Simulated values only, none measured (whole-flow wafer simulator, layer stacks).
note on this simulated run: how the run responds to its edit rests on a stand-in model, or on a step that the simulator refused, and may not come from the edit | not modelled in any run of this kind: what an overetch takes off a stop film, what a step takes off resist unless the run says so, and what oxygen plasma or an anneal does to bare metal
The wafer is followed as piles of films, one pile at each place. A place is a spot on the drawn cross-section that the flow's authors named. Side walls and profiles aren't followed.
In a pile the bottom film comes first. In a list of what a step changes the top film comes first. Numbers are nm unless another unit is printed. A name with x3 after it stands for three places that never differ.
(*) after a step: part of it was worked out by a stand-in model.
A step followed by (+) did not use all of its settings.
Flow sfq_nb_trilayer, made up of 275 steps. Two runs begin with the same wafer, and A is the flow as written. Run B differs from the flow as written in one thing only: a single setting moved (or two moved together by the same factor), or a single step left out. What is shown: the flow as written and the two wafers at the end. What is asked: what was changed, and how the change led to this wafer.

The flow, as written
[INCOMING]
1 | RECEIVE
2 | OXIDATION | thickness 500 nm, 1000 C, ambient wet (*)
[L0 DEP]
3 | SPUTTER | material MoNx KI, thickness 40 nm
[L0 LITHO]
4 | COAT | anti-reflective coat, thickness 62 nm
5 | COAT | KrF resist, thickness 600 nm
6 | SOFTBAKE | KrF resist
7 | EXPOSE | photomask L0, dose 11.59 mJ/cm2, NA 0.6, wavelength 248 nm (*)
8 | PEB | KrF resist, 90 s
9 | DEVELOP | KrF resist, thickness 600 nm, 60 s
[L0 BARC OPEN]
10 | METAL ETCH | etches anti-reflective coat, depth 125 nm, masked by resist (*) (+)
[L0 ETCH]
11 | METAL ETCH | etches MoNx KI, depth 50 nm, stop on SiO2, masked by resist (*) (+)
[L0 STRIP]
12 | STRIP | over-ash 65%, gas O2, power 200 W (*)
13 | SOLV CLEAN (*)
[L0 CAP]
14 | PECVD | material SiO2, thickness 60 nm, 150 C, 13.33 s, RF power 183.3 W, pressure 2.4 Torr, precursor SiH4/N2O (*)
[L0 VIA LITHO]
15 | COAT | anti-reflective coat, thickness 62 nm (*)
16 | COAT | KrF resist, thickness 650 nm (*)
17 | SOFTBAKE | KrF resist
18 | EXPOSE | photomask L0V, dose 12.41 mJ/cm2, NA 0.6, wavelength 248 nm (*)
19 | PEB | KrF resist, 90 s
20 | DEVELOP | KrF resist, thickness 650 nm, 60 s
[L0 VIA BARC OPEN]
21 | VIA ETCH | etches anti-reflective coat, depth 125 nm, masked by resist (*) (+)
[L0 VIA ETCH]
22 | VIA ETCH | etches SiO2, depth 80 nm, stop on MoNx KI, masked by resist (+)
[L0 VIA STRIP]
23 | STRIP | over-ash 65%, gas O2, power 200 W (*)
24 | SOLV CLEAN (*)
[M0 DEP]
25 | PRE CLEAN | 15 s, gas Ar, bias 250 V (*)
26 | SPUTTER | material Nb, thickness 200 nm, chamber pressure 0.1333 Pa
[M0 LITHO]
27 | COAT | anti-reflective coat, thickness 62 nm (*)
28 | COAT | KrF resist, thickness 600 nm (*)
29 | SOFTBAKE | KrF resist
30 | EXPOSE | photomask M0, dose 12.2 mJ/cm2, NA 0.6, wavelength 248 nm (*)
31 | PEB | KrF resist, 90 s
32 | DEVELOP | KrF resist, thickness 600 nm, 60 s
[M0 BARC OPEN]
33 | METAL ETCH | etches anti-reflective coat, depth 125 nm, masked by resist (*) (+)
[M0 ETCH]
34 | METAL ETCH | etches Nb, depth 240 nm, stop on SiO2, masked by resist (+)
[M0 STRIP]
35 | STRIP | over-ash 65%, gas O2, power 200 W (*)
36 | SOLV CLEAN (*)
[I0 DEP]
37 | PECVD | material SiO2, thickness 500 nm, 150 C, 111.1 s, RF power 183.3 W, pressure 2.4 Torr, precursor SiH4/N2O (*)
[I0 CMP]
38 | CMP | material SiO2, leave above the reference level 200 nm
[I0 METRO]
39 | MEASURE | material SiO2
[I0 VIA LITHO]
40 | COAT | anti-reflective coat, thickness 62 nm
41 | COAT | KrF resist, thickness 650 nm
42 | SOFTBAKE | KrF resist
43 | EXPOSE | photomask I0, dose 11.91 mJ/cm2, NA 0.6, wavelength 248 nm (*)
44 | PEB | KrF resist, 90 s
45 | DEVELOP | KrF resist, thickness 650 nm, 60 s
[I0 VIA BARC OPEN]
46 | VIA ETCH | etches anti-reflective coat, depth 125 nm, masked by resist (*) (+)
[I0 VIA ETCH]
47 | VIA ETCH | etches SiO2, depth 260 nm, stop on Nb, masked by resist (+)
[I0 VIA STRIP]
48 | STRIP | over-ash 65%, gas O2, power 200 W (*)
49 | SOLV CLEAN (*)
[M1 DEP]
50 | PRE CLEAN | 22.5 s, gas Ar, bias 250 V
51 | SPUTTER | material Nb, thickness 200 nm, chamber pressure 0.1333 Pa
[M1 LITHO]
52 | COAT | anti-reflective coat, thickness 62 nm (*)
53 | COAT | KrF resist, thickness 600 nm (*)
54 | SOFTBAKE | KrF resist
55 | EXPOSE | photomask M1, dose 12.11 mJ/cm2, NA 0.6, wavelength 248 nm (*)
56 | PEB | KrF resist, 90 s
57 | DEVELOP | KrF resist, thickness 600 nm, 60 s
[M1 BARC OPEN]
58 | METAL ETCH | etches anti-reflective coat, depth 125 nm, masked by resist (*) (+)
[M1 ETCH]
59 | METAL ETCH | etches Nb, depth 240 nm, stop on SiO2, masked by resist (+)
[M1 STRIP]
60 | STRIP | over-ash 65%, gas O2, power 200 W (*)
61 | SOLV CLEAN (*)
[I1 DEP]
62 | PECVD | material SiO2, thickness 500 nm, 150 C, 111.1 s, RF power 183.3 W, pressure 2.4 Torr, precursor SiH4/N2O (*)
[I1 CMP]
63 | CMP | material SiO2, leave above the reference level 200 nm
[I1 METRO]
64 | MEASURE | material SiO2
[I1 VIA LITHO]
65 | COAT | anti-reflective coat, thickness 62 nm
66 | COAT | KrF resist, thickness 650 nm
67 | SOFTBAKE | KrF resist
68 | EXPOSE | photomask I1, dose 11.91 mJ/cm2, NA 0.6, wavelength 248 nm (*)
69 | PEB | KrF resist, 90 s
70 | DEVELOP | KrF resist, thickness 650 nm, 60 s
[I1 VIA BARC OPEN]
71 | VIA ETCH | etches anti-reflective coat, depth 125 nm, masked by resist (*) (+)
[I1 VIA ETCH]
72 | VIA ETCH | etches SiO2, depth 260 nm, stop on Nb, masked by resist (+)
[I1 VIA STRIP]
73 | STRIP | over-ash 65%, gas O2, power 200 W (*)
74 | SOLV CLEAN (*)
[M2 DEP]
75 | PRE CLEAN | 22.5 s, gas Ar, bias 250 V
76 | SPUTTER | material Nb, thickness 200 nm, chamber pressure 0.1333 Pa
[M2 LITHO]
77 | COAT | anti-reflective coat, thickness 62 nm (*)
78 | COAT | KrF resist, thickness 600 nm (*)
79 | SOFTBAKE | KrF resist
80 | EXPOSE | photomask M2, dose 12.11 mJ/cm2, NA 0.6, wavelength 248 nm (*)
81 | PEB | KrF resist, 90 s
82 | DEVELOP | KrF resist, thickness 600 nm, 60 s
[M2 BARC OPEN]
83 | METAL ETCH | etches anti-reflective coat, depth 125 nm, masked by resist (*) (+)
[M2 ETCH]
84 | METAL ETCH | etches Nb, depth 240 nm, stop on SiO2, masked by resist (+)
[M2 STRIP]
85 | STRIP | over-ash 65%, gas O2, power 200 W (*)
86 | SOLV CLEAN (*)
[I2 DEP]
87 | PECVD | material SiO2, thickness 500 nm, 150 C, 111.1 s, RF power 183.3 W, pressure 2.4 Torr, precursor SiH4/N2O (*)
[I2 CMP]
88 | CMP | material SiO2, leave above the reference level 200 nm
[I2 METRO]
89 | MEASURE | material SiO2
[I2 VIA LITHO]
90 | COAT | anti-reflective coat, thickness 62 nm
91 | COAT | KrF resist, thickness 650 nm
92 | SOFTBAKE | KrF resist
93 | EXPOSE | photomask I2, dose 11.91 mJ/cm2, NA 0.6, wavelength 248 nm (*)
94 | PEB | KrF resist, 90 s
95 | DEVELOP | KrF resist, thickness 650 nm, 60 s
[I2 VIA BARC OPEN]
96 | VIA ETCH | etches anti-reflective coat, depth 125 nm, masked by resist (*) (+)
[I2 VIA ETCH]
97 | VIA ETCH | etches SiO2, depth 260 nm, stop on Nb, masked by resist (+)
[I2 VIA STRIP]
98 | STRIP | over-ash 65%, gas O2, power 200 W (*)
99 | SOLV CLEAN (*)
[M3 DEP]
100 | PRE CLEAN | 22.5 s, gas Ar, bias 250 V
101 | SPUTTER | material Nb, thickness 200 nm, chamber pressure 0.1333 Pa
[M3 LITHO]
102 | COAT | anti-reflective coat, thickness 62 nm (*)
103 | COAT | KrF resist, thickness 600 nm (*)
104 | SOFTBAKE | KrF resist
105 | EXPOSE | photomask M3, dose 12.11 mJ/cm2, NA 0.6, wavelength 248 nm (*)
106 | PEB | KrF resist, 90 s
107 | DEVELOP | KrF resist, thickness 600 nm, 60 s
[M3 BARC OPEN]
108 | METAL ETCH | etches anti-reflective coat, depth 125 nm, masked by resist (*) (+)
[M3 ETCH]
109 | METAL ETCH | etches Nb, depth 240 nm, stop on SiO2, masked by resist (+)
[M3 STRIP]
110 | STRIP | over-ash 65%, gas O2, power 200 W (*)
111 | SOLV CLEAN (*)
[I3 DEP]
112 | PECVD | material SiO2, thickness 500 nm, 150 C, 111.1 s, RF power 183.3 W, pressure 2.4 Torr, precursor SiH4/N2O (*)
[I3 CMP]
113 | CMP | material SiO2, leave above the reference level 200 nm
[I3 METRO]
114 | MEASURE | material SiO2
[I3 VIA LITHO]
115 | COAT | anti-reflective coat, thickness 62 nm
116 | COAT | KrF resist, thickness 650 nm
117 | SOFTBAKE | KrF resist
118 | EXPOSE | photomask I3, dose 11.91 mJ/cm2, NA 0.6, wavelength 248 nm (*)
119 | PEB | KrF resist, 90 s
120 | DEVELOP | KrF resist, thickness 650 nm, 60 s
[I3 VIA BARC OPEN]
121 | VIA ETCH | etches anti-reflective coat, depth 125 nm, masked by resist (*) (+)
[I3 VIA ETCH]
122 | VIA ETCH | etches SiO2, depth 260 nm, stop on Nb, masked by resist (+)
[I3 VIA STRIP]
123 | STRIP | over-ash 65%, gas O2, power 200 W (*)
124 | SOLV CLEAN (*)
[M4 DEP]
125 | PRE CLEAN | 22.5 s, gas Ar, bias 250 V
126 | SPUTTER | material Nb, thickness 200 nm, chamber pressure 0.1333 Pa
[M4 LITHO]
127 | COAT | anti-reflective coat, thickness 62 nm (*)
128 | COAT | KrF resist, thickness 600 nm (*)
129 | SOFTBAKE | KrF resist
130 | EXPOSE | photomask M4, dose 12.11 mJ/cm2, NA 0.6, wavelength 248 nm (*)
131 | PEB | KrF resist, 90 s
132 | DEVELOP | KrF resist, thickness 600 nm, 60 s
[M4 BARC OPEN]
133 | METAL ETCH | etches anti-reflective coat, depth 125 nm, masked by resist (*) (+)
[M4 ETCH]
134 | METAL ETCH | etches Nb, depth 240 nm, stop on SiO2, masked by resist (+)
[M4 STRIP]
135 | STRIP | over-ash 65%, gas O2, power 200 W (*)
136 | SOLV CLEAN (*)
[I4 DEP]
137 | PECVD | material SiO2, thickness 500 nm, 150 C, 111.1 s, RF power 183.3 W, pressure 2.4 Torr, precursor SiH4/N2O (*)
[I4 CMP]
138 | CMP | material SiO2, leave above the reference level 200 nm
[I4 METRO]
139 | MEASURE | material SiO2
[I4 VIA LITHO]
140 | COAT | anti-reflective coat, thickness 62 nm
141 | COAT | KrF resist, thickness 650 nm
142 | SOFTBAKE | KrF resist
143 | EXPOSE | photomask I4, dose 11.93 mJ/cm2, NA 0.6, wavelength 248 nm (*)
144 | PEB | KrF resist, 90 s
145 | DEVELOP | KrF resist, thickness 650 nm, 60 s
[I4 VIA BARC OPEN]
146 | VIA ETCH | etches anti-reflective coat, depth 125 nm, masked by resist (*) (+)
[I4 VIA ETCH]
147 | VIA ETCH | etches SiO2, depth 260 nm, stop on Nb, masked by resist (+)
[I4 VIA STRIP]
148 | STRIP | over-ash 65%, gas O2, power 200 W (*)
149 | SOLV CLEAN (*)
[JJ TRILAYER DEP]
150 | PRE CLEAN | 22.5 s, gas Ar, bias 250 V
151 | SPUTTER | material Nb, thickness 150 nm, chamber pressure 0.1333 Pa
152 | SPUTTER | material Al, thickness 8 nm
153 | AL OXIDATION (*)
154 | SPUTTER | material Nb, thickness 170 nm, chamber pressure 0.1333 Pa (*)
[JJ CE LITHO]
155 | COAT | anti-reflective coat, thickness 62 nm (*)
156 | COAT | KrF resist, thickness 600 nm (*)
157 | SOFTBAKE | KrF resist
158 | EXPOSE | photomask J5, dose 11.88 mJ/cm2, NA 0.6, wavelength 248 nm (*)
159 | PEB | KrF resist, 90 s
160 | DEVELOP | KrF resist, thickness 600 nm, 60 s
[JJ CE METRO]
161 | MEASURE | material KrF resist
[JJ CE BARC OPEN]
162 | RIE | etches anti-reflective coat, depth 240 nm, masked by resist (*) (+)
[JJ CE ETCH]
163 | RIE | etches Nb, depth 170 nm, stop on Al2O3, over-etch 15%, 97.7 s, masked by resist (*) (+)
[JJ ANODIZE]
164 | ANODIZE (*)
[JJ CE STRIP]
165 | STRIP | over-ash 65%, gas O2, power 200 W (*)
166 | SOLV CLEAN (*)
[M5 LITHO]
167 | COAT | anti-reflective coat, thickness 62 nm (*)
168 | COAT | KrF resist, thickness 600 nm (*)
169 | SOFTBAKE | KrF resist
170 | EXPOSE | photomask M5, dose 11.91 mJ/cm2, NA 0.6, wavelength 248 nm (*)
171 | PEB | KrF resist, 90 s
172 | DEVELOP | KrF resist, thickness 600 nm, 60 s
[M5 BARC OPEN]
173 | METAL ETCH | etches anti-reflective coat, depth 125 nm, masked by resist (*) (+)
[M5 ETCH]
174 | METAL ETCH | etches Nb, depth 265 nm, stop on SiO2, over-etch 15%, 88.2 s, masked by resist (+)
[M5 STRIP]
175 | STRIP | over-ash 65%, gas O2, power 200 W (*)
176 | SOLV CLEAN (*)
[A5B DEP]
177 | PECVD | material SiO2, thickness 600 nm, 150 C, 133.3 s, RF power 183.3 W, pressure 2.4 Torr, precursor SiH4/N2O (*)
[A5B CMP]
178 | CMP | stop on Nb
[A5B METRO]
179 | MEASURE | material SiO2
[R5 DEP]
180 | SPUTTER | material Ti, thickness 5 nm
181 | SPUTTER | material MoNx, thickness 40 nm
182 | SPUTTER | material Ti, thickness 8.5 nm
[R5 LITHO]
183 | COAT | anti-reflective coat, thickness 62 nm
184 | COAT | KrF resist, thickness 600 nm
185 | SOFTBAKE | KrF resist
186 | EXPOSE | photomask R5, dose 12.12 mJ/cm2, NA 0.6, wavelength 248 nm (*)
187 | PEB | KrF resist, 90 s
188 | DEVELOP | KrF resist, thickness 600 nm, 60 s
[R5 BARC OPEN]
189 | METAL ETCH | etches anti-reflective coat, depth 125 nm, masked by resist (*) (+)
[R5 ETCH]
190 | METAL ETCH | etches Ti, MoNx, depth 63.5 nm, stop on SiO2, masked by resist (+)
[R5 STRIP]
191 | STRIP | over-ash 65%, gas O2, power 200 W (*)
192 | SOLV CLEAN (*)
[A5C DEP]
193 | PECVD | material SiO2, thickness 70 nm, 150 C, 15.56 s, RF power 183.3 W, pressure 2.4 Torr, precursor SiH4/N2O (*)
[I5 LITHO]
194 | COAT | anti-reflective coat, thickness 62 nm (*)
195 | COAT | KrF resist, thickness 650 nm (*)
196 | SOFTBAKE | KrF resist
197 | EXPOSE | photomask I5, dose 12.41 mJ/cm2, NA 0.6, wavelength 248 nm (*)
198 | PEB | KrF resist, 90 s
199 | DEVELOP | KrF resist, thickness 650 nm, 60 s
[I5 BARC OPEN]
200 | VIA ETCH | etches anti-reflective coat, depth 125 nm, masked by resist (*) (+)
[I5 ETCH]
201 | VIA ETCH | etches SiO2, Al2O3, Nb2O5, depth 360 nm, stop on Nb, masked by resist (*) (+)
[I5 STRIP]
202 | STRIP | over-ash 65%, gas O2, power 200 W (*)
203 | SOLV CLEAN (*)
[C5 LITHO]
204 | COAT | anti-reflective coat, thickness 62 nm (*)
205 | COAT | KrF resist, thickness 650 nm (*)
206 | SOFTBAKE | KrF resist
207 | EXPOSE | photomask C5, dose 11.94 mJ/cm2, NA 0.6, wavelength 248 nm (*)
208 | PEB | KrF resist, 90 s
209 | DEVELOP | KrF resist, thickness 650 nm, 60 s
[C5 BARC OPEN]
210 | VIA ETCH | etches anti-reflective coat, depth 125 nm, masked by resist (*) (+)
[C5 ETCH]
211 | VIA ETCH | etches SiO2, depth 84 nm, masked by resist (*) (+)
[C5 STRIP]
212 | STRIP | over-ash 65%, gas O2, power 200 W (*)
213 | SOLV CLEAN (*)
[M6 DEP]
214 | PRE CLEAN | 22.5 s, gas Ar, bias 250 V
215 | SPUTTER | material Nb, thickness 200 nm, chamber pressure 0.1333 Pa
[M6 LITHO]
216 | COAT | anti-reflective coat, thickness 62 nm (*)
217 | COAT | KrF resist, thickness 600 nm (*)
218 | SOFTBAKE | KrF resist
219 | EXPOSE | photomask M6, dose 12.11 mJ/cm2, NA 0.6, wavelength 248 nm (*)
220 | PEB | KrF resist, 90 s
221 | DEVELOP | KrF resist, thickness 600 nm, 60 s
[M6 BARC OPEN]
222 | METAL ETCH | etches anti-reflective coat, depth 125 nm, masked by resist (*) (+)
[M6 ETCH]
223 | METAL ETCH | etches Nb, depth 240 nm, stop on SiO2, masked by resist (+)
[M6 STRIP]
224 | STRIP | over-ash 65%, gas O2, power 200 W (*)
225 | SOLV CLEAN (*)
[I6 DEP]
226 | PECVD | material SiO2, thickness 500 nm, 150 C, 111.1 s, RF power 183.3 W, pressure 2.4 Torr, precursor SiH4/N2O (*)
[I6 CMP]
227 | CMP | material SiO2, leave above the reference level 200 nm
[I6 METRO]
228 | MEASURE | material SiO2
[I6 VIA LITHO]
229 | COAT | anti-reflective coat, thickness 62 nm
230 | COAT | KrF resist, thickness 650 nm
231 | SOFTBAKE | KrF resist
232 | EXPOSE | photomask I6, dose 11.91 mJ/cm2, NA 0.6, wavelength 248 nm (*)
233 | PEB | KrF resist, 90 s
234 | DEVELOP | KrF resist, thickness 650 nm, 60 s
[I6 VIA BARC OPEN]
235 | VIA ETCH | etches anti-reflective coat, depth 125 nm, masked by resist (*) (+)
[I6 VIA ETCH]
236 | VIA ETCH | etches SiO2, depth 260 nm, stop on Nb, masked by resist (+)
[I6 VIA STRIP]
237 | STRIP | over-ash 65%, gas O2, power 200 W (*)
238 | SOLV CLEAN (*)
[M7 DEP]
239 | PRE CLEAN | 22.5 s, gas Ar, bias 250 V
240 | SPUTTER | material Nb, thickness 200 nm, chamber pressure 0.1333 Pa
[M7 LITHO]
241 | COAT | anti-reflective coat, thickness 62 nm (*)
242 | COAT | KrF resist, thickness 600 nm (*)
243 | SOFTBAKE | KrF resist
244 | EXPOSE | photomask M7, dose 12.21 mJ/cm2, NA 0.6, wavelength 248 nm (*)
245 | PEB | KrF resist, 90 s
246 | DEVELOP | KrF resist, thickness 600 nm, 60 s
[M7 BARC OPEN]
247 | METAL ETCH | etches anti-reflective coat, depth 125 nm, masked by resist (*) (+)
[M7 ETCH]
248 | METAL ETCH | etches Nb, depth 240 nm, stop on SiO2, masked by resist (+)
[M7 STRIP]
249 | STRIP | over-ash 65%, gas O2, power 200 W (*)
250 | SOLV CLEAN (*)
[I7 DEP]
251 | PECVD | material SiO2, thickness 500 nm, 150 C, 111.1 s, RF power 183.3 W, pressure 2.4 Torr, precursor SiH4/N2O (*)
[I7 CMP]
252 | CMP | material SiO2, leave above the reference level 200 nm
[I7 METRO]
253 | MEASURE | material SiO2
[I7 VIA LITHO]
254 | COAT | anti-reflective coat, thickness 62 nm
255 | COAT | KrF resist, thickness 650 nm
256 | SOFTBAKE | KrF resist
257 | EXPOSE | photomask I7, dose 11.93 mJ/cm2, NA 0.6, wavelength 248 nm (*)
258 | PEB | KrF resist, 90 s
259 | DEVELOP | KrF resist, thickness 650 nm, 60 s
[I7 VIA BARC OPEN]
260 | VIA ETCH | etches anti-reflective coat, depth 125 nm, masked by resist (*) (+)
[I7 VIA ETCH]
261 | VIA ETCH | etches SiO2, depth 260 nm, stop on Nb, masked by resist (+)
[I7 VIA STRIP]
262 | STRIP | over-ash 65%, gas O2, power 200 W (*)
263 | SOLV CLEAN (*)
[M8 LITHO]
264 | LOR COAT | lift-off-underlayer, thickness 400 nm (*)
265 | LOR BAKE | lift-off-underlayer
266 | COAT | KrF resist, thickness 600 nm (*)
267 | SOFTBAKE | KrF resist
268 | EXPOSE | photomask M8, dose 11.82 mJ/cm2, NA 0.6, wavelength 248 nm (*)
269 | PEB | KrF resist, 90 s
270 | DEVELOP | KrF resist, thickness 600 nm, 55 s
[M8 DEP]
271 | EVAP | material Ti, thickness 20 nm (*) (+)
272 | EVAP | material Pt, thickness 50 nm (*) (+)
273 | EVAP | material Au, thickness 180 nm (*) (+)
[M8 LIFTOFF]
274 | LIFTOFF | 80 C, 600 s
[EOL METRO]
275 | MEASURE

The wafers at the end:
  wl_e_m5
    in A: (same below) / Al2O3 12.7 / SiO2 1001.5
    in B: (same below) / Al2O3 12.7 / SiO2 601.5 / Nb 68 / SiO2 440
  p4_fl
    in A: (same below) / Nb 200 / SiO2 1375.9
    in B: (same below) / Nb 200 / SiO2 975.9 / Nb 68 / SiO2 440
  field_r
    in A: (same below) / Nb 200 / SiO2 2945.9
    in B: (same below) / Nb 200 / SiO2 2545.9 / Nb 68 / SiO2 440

What caused this: step 240, SPUTTER: thickness 308 nm was run, though the flow has thickness 200 nm.

How this came from the change, step by step:
  240 | SPUTTER | material Nb, thickness 200 nm, chamber pressure 0.1333 Pa
      field_l, v_sur, via_wl and 102 more: A +200 Nb (new film) | B +308 Nb (new film)
      via_v: A +161.1 Nb | B +248.8 Nb
  241 | COAT | anti-reflective coat, thickness 62 nm (*)
      via_v: A +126 anti-reflective coat (new film) | B +129.7 anti-reflective coat (new film)
  248 | METAL ETCH | etches Nb, depth 240 nm, stop on SiO2, masked by resist (+)
      field_l, field_r, lsp_l and 62 more: A -200 Nb (all of it) | B -240 Nb
  249 | STRIP | over-ash 65%, gas O2, power 200 W (*)
      via_v: A -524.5 KrF resist (all of it), -126 anti-reflective coat (all of it) | B -538.3 KrF resist (all of it), -129.7 anti-reflective coat (all of it)
  251 | PECVD | material SiO2, thickness 500 nm, 150 C, 111.1 s, RF power 183.3 W, pressure 2.4 Torr, precursor SiH4/N2O (*)
      field_l, p4_fl, p4_fm and 56 more: A +500 SiO2 | B +500 SiO2 (new film)
      field_r, lsp_l: A +477.7 SiO2 | B +473.2 SiO2 (new film)
      (also at 4 further places)
  252 | CMP | material SiO2, leave above the reference level 200 nm
      field_l, p4_fl, p4_fm and 56 more: A -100 SiO2 | B -60 SiO2
      field_r, lsp_l: A -77.7 SiO2 | B -33.2 SiO2
      (also at 3 further places)
If metal films that touch count as one body, wl_e_m5 has 7 bodies (between them, from the top down: SiO2 601.5 / Al2O3 12.7 / Nb2O5 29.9; SiO2 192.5; SiO2 192.5; SiO2 192.5; SiO2 192.5; SiO2 192.5); the flow as written gives 6 bodies (between them, from the top down: SiO2 192.5; SiO2 192.5; SiO2 192.5; SiO2 192.5; SiO2 192.5).
If metal films that touch count as one body, p4_fl has 3 bodies (between them, from the top down: SiO2 975.9; SiO2 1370); the flow as written gives 2 bodies (between them, from the top down: SiO2 1370).
If metal films that touch count as one body, field_r has 2 bodies (between them, from the top down: SiO2 2545.9); the flow as written gives 1 body.
